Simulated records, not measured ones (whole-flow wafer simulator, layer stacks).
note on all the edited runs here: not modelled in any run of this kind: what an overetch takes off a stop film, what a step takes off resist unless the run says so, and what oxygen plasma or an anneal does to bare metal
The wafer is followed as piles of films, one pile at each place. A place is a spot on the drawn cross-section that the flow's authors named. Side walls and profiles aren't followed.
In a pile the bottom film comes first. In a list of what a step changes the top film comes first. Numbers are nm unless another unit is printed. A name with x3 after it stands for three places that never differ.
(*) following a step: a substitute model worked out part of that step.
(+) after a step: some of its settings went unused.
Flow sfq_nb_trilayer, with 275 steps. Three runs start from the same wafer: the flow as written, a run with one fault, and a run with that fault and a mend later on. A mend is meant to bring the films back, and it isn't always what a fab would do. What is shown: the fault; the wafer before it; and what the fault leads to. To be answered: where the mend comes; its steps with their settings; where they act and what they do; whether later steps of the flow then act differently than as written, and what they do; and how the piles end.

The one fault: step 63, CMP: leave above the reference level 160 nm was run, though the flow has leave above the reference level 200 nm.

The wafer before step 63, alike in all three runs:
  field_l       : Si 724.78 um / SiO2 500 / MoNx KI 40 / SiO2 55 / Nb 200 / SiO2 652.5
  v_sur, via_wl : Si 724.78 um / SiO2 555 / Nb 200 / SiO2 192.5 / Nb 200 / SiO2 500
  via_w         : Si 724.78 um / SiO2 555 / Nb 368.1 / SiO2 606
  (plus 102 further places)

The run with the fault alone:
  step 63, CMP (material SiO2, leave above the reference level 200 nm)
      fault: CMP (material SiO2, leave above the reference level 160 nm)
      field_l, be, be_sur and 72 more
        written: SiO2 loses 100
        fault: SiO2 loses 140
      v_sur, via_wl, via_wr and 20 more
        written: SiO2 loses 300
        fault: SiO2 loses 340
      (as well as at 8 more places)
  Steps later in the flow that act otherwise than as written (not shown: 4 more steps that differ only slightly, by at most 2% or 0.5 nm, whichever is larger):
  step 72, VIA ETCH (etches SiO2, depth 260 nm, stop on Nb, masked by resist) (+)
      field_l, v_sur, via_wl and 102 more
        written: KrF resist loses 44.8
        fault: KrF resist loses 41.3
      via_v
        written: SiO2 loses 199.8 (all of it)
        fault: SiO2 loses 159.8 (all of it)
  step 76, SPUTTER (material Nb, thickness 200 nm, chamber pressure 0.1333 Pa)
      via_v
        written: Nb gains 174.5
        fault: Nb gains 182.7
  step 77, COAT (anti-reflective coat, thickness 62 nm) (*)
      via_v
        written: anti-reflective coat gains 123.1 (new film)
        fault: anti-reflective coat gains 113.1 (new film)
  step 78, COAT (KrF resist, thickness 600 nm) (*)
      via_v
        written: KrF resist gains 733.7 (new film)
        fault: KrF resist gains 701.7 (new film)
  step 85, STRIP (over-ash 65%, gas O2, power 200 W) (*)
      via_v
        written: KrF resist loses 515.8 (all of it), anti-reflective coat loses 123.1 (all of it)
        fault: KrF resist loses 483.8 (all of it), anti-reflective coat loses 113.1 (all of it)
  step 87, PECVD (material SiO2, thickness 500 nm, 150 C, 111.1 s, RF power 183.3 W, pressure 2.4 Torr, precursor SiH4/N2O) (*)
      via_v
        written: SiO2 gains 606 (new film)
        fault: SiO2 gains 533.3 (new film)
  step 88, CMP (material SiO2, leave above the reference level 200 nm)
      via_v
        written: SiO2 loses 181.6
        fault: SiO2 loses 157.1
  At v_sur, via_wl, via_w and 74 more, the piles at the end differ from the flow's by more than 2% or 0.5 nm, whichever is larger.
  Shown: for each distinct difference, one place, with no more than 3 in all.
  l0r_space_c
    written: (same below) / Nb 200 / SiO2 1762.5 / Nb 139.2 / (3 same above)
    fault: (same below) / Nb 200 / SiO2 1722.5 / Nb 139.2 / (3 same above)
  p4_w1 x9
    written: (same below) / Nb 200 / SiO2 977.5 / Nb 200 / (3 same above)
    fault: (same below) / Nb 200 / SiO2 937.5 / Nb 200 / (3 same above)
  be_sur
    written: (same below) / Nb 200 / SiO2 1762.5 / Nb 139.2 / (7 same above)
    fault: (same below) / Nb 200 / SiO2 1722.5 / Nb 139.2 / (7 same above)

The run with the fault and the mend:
  The mend follows step 70.
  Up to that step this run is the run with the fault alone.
  step 70a, STRIP (over-ash 65%, gas O2, power 200 W) (*)
      field_l, v_sur, via_wl and 102 more
        KrF resist loses 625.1 (all of it), anti-reflective coat loses 62 (all of it)
      via_v
        anti-reflective coat loses 62 (all of it)
  step 70b, PECVD (material SiO2, thickness 40 nm, 150 C, 8.889 s, RF power 183.3 W, pressure 2.4 Torr, precursor SiH4/N2O) (the flow's step 62, run once more with other settings)
      field_l, v_sur, via_wl and 103 more
        SiO2 gains 40
  step 70c, COAT (anti-reflective coat, thickness 62 nm) (the flow's step 65, run once more)
      field_l, v_sur, via_wl and 103 more
        anti-reflective coat gains 62 (new film)
  step 70d, COAT (KrF resist, thickness 650 nm) (the flow's step 66, run once more)
      field_l, v_sur, via_wl and 103 more
        KrF resist gains 650 (new film)
  step 70e, SOFTBAKE (KrF resist) (the flow's step 67, run once more)
      alters no film at any place that is followed
  step 70f, EXPOSE (photomask I1, dose 11.91 mJ/cm2, NA 0.6, wavelength 248 nm) (*) (the flow's step 68, run once more)
      alters no film at any place that is followed
  step 70g, PEB (KrF resist, 90 s) (the flow's step 69, run once more)
      field_l, v_sur, via_wl and 103 more
        KrF resist loses 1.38
  step 70h, DEVELOP (KrF resist, thickness 650 nm, 60 s) (the flow's step 70, run once more)
      field_l, v_sur, via_wl and 102 more
        KrF resist loses 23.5
      via_v
        KrF resist loses 648.6 (all of it)
  None of the later steps of the flow acts differently than as written at any place that is followed.
  By the end, the piles equal the flow's at every place that both follow.
